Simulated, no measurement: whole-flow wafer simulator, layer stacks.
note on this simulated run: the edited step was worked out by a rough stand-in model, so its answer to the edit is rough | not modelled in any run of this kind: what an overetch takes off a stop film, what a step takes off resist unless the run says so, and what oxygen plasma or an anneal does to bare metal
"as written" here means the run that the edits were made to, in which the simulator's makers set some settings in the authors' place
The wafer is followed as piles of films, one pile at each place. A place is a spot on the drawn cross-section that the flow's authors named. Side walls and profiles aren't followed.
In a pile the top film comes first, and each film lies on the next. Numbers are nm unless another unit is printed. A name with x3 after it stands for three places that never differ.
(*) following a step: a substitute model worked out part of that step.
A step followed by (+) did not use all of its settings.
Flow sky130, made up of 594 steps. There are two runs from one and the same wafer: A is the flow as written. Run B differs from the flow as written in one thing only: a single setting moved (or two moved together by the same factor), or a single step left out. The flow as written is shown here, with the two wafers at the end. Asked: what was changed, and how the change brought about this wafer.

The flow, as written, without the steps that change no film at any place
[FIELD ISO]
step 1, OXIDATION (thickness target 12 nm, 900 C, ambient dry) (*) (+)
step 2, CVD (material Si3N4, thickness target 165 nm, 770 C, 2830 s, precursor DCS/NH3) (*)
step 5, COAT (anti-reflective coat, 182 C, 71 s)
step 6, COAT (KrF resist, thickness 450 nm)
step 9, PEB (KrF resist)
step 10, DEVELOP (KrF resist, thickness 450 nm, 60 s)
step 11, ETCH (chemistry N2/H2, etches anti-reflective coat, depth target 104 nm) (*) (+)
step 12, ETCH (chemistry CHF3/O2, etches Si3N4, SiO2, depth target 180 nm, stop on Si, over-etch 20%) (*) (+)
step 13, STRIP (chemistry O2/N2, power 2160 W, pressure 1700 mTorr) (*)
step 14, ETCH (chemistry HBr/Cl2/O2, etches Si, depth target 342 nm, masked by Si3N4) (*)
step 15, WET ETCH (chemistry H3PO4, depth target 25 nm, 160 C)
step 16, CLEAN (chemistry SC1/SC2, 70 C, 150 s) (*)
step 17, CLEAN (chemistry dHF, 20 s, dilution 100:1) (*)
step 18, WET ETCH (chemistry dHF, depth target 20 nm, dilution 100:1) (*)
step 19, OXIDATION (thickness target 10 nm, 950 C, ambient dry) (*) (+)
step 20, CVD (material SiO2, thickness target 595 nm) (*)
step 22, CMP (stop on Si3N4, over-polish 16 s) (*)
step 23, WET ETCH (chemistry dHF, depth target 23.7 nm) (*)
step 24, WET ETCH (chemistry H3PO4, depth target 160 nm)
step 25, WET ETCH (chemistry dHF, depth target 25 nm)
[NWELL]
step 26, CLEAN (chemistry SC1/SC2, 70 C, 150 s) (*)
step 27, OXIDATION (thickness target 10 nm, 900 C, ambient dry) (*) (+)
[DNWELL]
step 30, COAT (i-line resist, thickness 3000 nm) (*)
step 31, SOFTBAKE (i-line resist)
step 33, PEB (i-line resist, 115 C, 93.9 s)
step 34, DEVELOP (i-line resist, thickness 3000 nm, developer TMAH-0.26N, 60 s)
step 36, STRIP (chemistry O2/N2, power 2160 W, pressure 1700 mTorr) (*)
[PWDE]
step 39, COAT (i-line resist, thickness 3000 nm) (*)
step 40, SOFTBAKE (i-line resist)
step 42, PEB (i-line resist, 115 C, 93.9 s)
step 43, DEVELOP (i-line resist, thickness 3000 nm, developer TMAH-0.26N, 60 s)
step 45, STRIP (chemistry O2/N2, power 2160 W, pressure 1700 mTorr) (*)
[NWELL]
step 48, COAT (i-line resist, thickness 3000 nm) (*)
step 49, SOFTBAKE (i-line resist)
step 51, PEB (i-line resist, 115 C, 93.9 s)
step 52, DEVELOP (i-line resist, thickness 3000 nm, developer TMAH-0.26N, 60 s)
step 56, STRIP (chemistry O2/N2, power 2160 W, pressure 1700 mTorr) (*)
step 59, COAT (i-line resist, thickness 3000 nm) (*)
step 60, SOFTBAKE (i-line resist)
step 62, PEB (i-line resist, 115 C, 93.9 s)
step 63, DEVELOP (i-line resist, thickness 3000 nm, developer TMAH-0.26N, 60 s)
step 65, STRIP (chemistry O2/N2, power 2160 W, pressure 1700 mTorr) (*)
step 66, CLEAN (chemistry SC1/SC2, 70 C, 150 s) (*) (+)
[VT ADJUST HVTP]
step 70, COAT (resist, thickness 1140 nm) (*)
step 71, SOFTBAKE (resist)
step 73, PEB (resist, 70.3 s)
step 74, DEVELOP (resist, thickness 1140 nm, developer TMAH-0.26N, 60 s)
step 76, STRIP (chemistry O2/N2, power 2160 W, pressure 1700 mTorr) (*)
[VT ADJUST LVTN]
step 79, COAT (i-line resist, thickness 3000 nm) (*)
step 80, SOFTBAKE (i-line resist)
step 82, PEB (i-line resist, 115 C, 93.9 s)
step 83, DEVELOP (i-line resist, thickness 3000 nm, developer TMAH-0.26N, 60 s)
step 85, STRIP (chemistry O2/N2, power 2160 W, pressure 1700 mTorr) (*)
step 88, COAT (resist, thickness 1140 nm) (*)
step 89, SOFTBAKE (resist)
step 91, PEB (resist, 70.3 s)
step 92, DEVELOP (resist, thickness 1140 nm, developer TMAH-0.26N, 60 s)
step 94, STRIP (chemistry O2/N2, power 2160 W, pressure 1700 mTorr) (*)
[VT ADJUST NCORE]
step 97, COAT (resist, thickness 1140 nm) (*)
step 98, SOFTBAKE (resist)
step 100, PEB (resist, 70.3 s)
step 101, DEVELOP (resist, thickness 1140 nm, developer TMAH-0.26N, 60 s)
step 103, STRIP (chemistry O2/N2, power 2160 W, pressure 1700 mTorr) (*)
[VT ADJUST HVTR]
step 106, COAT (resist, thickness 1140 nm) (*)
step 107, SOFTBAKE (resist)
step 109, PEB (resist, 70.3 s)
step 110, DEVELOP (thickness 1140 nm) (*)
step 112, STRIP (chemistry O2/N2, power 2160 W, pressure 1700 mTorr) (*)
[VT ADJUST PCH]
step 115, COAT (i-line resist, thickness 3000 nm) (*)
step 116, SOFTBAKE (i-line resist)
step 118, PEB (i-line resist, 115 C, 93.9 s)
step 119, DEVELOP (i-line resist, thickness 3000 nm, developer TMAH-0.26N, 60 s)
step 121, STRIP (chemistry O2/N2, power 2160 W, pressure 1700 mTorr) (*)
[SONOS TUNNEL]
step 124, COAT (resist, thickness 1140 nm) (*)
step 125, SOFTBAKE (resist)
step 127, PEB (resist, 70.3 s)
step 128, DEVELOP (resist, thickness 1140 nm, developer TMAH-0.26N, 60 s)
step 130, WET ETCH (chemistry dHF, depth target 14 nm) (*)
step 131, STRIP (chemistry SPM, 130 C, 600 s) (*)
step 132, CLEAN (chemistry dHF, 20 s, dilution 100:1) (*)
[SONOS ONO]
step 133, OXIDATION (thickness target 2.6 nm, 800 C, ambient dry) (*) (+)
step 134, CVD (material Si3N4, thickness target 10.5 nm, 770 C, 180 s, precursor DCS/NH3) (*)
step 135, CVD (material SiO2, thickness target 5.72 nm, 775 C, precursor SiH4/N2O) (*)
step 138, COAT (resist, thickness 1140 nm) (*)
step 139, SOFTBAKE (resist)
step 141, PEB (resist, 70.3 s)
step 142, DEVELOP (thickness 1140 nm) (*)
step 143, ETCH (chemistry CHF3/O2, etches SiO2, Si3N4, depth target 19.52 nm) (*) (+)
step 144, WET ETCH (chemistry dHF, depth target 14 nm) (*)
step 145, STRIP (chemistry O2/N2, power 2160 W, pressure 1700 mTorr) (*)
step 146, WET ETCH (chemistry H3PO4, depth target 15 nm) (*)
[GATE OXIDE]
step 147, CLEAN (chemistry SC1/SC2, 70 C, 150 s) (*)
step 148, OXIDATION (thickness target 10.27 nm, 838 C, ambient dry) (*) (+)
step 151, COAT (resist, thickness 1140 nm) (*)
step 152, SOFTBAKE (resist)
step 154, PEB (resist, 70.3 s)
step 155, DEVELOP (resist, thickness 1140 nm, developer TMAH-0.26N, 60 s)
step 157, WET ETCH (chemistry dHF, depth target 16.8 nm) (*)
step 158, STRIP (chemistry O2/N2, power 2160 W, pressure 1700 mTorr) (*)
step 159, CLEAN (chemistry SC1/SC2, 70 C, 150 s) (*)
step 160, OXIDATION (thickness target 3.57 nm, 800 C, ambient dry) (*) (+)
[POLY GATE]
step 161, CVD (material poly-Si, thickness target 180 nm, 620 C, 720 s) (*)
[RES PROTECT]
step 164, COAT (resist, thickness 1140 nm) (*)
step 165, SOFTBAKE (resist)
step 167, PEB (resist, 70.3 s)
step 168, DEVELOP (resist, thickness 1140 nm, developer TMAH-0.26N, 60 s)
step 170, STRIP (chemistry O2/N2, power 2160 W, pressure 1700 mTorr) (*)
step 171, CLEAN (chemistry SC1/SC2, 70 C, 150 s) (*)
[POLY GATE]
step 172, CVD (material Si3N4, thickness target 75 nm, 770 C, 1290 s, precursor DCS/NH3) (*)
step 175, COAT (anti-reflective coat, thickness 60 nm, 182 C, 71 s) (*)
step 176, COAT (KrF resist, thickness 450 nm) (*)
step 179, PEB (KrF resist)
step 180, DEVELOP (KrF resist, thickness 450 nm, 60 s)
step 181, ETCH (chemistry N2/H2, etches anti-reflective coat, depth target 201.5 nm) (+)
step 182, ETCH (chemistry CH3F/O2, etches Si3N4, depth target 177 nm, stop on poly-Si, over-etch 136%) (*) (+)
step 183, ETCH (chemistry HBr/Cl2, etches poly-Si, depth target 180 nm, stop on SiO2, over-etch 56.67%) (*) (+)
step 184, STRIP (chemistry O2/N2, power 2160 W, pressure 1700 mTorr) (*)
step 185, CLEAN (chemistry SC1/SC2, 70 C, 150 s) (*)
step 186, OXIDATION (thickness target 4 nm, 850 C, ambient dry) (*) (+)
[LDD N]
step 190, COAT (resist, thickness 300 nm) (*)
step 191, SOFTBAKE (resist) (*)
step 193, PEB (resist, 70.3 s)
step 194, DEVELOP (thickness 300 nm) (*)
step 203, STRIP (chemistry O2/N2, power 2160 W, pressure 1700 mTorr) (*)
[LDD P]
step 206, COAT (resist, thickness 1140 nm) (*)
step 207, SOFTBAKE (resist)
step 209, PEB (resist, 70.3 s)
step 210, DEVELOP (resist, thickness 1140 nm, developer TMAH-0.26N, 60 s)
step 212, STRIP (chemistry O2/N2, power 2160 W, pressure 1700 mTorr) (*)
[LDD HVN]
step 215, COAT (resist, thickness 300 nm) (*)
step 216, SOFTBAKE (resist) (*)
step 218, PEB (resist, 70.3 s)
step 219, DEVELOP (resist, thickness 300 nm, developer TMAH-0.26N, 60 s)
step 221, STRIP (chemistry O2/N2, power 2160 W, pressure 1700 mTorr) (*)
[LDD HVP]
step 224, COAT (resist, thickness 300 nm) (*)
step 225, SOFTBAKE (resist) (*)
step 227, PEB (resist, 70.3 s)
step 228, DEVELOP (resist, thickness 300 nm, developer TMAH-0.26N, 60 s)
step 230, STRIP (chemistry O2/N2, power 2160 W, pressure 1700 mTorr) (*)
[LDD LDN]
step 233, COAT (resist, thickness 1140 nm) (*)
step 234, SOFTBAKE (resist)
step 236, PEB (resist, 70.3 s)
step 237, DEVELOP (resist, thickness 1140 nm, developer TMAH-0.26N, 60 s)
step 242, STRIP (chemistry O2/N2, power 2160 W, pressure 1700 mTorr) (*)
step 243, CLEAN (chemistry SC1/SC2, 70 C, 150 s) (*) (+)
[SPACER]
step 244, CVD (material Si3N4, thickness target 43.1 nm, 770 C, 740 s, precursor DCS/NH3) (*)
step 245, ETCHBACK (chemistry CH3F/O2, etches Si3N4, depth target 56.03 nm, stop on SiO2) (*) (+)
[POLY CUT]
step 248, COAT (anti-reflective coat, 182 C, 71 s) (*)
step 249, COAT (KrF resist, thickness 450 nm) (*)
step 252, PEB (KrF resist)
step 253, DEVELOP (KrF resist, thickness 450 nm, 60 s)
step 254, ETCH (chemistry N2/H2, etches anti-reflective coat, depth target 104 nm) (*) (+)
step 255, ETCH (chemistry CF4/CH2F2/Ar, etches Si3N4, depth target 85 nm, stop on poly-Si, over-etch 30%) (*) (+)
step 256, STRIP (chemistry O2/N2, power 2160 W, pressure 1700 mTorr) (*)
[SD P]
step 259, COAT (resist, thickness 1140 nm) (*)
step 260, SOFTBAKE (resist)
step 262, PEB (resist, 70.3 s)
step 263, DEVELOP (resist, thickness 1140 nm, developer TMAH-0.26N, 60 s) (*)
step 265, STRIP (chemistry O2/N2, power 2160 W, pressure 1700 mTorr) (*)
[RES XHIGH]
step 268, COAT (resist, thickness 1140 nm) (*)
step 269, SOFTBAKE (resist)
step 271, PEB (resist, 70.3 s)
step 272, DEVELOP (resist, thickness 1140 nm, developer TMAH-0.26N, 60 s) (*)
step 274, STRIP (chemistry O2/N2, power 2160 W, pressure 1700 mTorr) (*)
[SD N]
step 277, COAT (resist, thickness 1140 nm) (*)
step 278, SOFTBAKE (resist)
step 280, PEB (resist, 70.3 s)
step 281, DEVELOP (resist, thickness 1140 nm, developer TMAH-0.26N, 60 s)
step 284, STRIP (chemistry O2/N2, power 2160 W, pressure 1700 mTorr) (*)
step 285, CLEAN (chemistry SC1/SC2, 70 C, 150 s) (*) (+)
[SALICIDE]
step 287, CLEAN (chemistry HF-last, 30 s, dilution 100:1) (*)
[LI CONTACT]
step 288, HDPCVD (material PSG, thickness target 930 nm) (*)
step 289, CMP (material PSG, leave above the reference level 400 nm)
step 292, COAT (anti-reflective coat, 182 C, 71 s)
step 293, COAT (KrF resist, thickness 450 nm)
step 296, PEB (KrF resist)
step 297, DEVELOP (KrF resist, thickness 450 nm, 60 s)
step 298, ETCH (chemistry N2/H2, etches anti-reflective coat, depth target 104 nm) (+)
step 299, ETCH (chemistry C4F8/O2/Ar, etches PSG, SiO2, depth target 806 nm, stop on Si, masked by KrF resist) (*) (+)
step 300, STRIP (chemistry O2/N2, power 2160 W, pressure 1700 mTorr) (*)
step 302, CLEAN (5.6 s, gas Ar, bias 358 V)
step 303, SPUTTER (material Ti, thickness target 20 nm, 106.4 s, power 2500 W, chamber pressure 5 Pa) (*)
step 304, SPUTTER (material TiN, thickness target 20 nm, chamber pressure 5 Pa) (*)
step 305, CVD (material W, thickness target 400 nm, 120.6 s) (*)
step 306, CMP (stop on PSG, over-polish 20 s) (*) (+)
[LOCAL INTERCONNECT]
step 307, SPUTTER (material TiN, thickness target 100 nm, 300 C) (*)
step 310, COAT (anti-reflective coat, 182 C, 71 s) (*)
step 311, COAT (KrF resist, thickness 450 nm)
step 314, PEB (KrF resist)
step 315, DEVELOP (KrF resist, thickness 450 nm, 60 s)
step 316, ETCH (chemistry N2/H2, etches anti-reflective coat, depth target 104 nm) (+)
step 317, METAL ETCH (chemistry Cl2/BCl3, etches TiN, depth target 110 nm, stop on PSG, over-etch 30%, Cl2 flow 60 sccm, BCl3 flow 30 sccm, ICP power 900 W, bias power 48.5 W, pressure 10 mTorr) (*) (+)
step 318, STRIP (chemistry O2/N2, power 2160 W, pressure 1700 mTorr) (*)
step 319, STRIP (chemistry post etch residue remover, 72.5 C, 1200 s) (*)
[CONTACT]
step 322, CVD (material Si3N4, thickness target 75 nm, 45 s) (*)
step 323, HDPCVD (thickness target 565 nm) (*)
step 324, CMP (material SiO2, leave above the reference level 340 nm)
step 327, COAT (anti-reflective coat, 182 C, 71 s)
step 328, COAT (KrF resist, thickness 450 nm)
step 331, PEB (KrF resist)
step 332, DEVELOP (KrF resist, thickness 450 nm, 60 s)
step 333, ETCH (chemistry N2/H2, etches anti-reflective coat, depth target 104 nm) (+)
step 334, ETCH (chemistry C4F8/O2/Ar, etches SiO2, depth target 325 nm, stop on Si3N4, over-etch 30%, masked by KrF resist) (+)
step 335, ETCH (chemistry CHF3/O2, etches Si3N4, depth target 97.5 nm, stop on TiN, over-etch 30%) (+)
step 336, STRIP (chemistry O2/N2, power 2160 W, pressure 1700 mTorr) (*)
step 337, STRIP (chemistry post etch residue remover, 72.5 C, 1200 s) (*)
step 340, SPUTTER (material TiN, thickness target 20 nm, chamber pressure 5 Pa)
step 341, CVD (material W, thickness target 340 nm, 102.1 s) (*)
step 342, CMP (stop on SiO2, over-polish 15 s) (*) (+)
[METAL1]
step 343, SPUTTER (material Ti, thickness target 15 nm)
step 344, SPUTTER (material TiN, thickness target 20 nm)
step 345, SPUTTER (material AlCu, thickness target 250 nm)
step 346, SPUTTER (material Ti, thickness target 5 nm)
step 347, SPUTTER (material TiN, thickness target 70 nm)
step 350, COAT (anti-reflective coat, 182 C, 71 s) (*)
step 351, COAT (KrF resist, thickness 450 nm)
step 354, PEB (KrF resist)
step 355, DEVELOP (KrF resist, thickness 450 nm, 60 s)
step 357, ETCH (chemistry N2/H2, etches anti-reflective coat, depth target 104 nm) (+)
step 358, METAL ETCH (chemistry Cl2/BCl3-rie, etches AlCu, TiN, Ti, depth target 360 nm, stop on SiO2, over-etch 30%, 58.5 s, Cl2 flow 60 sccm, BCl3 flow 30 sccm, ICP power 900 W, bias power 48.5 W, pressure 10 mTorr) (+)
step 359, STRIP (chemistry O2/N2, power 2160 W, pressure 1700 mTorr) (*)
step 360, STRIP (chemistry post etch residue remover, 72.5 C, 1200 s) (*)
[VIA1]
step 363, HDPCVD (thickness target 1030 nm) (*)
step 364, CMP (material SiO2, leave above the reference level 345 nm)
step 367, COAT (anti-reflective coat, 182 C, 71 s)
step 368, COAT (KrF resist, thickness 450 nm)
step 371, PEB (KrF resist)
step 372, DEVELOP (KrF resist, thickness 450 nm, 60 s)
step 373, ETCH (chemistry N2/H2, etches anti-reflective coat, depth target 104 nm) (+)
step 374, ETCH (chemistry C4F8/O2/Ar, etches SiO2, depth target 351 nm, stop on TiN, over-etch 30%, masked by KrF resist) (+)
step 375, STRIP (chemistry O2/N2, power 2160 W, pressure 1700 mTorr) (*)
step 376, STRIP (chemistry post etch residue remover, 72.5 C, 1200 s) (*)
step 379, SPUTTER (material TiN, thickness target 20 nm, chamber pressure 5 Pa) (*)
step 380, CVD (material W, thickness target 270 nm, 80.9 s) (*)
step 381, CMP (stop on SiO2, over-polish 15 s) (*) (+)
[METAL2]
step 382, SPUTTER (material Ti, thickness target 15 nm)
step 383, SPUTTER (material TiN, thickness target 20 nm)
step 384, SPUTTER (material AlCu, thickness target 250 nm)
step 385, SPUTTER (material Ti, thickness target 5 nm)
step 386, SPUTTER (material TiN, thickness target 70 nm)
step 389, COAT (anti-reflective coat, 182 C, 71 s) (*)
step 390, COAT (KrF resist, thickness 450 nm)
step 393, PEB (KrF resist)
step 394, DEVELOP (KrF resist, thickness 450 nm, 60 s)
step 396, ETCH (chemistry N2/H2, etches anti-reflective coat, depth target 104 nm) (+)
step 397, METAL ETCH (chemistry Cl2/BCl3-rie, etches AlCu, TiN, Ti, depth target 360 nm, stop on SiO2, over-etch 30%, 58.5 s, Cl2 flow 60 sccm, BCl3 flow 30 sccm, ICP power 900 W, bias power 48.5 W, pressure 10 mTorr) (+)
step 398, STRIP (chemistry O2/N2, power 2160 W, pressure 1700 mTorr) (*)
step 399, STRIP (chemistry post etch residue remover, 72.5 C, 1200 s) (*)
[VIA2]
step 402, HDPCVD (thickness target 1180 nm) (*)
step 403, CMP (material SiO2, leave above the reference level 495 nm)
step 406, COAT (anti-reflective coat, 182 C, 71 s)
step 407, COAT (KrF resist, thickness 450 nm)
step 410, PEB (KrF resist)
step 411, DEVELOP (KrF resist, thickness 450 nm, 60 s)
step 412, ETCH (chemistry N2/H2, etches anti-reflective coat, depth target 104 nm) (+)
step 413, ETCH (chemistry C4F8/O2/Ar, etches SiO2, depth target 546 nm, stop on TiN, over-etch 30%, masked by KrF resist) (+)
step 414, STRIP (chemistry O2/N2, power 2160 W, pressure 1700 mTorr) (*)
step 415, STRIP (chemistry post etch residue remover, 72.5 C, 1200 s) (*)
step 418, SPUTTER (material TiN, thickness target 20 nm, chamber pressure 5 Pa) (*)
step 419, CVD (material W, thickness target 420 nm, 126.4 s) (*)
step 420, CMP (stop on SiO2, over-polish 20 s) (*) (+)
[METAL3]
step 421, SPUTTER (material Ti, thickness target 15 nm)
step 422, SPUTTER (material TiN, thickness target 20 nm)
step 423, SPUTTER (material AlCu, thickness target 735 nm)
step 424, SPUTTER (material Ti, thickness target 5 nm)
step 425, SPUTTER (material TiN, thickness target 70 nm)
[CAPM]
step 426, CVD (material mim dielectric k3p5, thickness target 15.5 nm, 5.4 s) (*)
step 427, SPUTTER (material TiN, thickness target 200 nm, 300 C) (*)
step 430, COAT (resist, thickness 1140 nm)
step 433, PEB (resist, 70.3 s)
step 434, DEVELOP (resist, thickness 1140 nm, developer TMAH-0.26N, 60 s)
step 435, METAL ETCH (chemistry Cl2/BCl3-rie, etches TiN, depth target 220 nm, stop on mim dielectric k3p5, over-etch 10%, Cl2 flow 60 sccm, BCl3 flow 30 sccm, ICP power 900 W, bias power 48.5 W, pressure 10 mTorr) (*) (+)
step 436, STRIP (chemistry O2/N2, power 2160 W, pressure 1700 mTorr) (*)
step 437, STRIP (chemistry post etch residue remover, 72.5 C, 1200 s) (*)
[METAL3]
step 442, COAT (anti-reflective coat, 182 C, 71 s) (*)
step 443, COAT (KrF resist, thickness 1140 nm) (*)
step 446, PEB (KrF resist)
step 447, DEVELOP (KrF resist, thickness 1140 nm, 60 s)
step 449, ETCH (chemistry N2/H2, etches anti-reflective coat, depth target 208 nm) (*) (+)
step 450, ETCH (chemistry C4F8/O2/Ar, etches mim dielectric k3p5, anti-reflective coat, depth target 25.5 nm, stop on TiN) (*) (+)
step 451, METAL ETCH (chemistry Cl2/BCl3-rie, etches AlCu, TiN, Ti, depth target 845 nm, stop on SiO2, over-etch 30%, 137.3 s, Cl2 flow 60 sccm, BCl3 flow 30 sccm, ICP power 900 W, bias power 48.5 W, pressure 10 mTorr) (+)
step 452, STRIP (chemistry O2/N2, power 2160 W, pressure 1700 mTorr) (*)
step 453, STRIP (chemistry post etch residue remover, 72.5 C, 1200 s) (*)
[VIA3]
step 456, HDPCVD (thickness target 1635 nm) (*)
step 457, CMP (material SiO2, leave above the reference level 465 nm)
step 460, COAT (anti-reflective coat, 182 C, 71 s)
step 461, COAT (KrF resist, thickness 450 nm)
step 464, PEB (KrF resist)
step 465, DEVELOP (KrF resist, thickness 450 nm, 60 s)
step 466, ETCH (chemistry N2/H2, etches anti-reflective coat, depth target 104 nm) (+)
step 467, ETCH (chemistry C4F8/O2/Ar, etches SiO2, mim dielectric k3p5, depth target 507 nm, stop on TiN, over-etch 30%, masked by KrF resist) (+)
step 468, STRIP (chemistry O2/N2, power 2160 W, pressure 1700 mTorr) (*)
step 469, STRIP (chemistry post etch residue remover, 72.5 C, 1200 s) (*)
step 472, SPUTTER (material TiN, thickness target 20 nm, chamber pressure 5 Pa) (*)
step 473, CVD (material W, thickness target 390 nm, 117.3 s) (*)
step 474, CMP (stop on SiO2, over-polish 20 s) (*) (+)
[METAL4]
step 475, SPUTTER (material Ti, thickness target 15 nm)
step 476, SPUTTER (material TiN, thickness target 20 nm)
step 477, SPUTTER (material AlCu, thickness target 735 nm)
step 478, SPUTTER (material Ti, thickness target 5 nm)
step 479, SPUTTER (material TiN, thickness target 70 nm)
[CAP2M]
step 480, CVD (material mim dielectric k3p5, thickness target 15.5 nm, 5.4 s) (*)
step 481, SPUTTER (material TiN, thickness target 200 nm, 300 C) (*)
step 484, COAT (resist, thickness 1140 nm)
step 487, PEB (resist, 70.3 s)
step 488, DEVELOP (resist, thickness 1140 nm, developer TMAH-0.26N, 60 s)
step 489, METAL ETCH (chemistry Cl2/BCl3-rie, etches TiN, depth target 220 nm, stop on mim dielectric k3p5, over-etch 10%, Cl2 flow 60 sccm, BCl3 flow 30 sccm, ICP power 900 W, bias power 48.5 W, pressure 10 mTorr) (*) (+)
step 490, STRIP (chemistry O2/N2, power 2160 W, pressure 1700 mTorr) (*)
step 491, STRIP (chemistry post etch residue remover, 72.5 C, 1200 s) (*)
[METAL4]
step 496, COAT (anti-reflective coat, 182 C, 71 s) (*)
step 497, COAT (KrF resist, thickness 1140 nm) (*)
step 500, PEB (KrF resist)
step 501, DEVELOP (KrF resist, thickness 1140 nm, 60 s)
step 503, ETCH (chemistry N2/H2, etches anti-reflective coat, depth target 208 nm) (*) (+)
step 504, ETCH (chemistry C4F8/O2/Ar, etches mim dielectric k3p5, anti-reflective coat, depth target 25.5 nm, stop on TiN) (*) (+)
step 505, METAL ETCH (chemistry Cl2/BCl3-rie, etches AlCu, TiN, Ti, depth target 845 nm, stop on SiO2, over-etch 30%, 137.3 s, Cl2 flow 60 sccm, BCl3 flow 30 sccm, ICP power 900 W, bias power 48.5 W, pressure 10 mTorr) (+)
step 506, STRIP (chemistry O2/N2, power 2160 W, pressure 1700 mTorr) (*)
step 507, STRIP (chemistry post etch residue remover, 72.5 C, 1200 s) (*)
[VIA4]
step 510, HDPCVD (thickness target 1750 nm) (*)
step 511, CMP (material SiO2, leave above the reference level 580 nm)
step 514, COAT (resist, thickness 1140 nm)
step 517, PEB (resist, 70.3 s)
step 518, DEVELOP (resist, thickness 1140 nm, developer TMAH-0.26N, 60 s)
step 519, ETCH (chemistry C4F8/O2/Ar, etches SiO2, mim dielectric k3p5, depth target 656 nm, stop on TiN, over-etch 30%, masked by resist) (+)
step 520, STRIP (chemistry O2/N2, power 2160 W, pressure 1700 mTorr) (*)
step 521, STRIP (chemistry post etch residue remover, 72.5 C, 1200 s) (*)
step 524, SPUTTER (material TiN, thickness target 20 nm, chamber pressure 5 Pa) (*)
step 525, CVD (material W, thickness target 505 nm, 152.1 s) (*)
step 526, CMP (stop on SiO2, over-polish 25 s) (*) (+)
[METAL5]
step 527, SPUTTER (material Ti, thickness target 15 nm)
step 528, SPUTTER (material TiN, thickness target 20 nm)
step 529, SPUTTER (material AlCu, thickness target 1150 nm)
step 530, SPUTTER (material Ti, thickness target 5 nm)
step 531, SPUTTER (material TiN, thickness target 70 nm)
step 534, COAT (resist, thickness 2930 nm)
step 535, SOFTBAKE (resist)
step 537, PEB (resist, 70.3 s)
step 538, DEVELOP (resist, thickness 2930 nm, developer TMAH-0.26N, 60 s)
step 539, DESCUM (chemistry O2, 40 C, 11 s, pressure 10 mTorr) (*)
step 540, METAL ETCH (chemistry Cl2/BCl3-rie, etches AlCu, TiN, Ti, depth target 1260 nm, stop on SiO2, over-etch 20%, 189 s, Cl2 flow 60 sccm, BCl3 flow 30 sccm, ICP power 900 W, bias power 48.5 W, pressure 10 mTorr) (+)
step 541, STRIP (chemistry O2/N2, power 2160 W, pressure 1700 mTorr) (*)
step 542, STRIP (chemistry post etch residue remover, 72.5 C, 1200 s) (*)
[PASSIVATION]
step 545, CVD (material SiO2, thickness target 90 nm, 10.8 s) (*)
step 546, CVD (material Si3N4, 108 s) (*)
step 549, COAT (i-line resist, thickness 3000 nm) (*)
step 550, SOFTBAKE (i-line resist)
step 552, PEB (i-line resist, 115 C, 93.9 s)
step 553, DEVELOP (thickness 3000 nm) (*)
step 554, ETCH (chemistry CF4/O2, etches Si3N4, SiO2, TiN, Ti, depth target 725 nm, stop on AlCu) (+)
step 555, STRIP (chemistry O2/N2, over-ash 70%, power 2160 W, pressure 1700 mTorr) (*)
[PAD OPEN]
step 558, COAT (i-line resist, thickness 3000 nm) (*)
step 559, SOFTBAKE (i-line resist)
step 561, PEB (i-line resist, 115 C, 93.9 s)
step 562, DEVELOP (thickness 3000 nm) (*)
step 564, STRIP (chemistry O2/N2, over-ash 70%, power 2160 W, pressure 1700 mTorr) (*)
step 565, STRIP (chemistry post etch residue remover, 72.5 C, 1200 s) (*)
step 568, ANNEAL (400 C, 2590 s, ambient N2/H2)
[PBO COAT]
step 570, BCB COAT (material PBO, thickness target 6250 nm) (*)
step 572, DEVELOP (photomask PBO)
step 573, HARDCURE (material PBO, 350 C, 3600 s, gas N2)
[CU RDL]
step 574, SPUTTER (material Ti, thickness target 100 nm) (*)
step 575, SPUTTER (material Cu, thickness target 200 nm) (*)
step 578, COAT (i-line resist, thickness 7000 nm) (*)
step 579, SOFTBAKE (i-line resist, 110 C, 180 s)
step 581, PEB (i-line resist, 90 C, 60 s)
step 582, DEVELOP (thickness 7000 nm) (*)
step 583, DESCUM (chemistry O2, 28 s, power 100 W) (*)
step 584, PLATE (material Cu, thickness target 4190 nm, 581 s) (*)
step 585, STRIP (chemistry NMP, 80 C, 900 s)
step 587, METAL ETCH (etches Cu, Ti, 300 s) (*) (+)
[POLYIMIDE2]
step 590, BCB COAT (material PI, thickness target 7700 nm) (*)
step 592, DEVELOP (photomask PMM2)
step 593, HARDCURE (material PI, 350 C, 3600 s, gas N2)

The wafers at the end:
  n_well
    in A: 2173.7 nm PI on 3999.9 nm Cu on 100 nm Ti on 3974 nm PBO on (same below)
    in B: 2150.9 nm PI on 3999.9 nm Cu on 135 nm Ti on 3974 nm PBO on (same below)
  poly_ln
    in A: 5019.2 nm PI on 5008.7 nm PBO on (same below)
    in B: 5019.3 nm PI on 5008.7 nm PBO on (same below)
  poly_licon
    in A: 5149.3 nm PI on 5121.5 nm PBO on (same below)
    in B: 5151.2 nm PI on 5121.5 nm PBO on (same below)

The reason: step 574, SPUTTER: thickness target 135 nm was run, whereas the flow has thickness target 100 nm.
One can read it off the wafer: n_well has Ti 135, and step 574 as written asks for 100 nm.

How this came from the change, step by step:
  step 574, SPUTTER (material Ti, thickness target 100 nm) (*)
      field, active, n_well and 190 more: A +100 Ti (new film) | B +135 Ti (new film)
  step 587, METAL ETCH (etches Cu, Ti, 300 s) (*) (+)
      field, active, gate and 167 more: A -200 Cu (all of it), -100 Ti (all of it) | B -200 Cu (all of it), -135 Ti (all of it)
  step 590, BCB COAT (material PI, thickness target 7700 nm) (*)
      de16_gate_nw: A +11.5 um PI (new film) | B +11.54 um PI (new film)
